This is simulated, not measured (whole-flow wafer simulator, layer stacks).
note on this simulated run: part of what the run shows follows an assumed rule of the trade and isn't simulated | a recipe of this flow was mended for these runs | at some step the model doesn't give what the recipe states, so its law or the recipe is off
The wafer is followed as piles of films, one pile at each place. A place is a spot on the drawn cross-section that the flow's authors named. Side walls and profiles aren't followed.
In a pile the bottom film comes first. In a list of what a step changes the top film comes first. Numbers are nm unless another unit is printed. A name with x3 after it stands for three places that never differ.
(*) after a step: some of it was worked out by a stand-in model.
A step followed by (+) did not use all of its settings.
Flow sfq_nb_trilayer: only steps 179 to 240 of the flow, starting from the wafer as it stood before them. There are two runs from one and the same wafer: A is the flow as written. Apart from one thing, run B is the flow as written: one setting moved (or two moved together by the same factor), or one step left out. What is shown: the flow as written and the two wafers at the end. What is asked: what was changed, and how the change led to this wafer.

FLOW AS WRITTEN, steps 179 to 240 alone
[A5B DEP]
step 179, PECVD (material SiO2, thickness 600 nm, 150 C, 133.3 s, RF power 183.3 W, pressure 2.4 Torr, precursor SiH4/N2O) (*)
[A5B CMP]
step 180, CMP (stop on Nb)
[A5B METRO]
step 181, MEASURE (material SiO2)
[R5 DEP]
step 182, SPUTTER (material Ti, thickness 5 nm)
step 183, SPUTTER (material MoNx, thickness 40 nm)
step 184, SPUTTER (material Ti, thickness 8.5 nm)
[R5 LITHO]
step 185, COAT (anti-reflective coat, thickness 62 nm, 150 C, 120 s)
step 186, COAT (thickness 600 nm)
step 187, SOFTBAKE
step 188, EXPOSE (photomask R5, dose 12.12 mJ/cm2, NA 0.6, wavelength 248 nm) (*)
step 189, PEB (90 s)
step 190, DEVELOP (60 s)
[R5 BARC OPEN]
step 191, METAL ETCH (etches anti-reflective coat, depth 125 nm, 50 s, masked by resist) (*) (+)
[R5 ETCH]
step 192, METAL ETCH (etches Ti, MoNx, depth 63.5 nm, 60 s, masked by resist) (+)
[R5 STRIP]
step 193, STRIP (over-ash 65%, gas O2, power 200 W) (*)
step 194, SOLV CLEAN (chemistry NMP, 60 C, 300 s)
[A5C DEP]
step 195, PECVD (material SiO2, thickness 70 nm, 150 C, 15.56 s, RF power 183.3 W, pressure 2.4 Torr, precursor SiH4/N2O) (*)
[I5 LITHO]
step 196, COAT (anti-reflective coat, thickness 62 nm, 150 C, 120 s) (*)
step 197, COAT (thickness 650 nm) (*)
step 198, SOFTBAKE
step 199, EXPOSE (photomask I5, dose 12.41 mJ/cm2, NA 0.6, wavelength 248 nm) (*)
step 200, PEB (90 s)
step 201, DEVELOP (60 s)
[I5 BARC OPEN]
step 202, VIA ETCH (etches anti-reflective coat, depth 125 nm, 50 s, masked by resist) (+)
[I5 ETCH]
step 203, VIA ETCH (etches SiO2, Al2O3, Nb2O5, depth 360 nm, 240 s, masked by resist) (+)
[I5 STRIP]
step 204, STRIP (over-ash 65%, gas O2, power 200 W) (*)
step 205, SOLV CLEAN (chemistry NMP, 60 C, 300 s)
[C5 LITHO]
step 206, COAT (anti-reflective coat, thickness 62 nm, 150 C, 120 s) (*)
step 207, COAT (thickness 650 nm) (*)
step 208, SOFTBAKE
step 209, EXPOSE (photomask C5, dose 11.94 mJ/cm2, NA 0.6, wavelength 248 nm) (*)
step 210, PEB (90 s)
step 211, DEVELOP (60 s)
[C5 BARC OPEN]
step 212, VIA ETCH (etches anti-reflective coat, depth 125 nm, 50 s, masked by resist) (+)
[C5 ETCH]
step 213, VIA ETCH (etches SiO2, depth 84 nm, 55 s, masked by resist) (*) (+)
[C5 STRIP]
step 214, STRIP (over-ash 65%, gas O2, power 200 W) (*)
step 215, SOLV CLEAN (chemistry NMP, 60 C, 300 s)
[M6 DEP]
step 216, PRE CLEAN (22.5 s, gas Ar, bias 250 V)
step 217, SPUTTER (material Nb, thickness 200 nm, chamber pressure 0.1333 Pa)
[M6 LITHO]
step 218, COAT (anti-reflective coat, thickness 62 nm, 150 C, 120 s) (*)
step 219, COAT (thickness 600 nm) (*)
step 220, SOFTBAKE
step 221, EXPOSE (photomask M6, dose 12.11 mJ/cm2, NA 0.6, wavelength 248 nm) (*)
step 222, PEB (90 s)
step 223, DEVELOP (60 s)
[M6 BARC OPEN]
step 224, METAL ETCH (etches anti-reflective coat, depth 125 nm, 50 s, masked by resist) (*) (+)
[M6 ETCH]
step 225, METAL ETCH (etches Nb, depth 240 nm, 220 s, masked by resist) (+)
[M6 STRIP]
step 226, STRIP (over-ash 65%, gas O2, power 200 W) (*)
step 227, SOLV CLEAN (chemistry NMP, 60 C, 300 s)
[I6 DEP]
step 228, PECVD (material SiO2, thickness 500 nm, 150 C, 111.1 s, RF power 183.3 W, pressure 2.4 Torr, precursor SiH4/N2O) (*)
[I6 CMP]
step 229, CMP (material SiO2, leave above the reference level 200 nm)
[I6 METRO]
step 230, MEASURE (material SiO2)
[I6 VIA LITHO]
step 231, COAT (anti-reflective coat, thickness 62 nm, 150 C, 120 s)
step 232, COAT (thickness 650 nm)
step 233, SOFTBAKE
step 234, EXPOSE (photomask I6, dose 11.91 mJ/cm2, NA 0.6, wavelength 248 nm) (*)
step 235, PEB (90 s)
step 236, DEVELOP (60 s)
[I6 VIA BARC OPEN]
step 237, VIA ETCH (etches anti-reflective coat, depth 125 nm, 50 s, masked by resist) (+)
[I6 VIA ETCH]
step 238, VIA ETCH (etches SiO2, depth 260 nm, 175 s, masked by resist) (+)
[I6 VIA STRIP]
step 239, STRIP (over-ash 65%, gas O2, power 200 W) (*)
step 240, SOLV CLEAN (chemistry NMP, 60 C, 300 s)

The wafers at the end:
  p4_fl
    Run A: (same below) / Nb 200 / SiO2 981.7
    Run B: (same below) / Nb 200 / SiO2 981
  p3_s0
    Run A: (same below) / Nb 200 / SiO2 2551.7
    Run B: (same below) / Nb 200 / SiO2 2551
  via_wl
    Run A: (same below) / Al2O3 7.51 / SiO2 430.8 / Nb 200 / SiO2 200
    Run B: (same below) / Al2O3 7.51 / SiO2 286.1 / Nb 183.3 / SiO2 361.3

Cause: step 179, PECVD: thickness 240 nm was run, whereas the flow has thickness 600 nm; step 179, PECVD: 53.33 s was run, where the flow has 133.3 s.

The path from the change to this, step by step:
  step 179, PECVD (material SiO2, thickness 600 nm, 150 C, 133.3 s, RF power 183.3 W, pressure 2.4 Torr, precursor SiH4/N2O) (*)
      v_sur, via_sp, via_v and 47 more: A SiO2 gains 600 (new film) | B SiO2 gains 240 (new film)
      field_l, lsp_m, ln_m6 and 44 more: A SiO2 gains 600 | B SiO2 gains 240
      (also at 9 further places)
  step 180, CMP (stop on Nb)
      field_l, lsp_m, ln_m6 and 44 more: A SiO2 loses 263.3 | B nothing
      r_sur, res, r_end, moat, field_r, lsp_l: A SiO2 loses 256.4 | B nothing
      (also at 53 further places)
  step 182, SPUTTER (material Ti, thickness 5 nm)
      via_wl, via_wr: A Ti gains 5 (new film) | B Ti gains 3.64 (new film)
  step 183, SPUTTER (material MoNx, thickness 40 nm)
      via_wl, via_wr: A MoNx gains 40 (new film) | B MoNx gains 29.8 (new film)
      via_w: A MoNx gains 40 (new film) | B MoNx gains 39 (new film)
      (also at 2 further places)
  step 184, SPUTTER (material Ti, thickness 8.5 nm)
      via_wl, via_wr: A Ti gains 8.5 (new film) | B Ti gains 6.08 (new film)
      r_sur: A Ti gains 8.5 (new film) | B Ti gains 7.61 (new film)
  step 185, COAT (anti-reflective coat, thickness 62 nm, 150 C, 120 s)
      field_l, m5r_space_l, m5r_space_r: A anti-reflective coat gains 62 (new film) | B anti-reflective coat gains 98.7 (new film)
      via_wl, via_wr: A anti-reflective coat gains 62 (new film) | B anti-reflective coat gains 149.6 (new film)
      (also at 57 further places)
  step 186, COAT (thickness 600 nm)
      be, be_sur: A KrF-resist-other-grade gains 600 (new film) | B KrF-resist-other-grade gains 583.6 (new film)
      m5r_line_l, m5r_line_r: A KrF-resist-other-grade gains 600 (new film) | B KrF-resist-other-grade gains 579.6 (new film)
      (also at 38 further places)
  step 190, DEVELOP (60 s)
      wire, m5r_line_l, m5r_line_r: A KrF-resist-other-grade loses 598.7 (all of it) | B KrF-resist-other-grade loses 578.4 (all of it)
      be, be_sur: A KrF-resist-other-grade loses 598.7 (all of it) | B KrF-resist-other-grade loses 582.4 (all of it)
      (also at 34 further places)
  step 191, METAL ETCH (etches anti-reflective coat, depth 125 nm, 50 s, masked by resist) (*) (+)
      via_wl, via_wr: A anti-reflective coat loses 62 (all of it) | B anti-reflective coat loses 125
      field_l, m5r_space_l, m5r_space_r: A anti-reflective coat loses 62 (all of it) | B anti-reflective coat loses 98.7 (all of it)
      (also at 53 further places)
  step 192, METAL ETCH (etches Ti, MoNx, depth 63.5 nm, 60 s, masked by resist) (+)
      via_wl, via_wr: A Ti loses 8.5 (all of it), MoNx loses 40 (all of it), Ti loses 5 (all of it), SiO2 loses 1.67 | B anti-reflective coat loses 24.6 (all of it), Ti loses 6.08 (all of it), MoNx loses 29.8 (all of it), Ti loses 3.64 (all of it), SiO2 loses 1.95
      via_w: A Ti loses 8.5 (all of it), MoNx loses 40 (all of it), Ti loses 5 (all of it), SiO2 loses 1.67 | B Ti loses 8.21 (all of it), MoNx loses 39 (all of it), Ti loses 4.83 (all of it), SiO2 loses 1.9
      (also at 1 further place)
  step 193, STRIP (over-ash 65%, gas O2, power 200 W) (*)
      be_r: A KrF-resist-other-grade loses 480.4 (all of it), anti-reflective coat loses 62 (all of it) | B KrF-resist-other-grade loses 459.6 (all of it), anti-reflective coat loses 43.2 (all of it)
      r_sur: A KrF-resist-other-grade loses 480.4 (all of it), anti-reflective coat loses 62 (all of it) | B KrF-resist-other-grade loses 484.9 (all of it), anti-reflective coat loses 107.2 (all of it)
      (also at 2 further places)
  step 195, PECVD (material SiO2, thickness 70 nm, 150 C, 15.56 s, RF power 183.3 W, pressure 2.4 Torr, precursor SiH4/N2O) (*)
      via_wl, via_w, via_wr: A SiO2 gains 70 | B SiO2 gains 68.3
  step 196, COAT (anti-reflective coat, thickness 62 nm, 150 C, 120 s) (*)
      via_wl, via_wr: A anti-reflective coat gains 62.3 (new film) | B anti-reflective coat gains 136.8 (new film)
      wl_b_sl, wl_e_sl: A anti-reflective coat gains 62 (new film) | B anti-reflective coat gains 82.7 (new film)
      (also at 59 further places)
  step 197, COAT (thickness 650 nm) (*)
      m5r_line_l, m5r_line_r: A KrF-resist-other-grade gains 650 (new film) | B KrF-resist-other-grade gains 632 (new film)
      m5r_space_l, m5r_space_r: A KrF-resist-other-grade gains 650 (new film) | B KrF-resist-other-grade gains 664 (new film)
      (also at 37 further places)
  step 201, DEVELOP (60 s)
      be: A KrF-resist-other-grade loses 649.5 (all of it) | B KrF-resist-other-grade loses 633.5 (all of it)
  step 202, VIA ETCH (etches anti-reflective coat, depth 125 nm, 50 s, masked by resist) (+)
      be: A anti-reflective coat loses 62.7 (all of it), SiO2 loses 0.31 | B anti-reflective coat loses 56.4 (all of it), SiO2 loses 0.34
  ... another 16 steps ...
  step 239, STRIP (over-ash 65%, gas O2, power 200 W) (*)
      r_end: A KrF-resist-other-grade loses 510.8 (all of it), anti-reflective coat loses 62 (all of it) | B KrF-resist-other-grade loses 511.5 (all of it), anti-reflective coat loses 58.4 (all of it)
      moat: A KrF-resist-other-grade loses 510.8 (all of it), anti-reflective coat loses 62 (all of it) | B KrF-resist-other-grade loses 513.7 (all of it), anti-reflective coat loses 65.3 (all of it)
      (also at 8 further places)
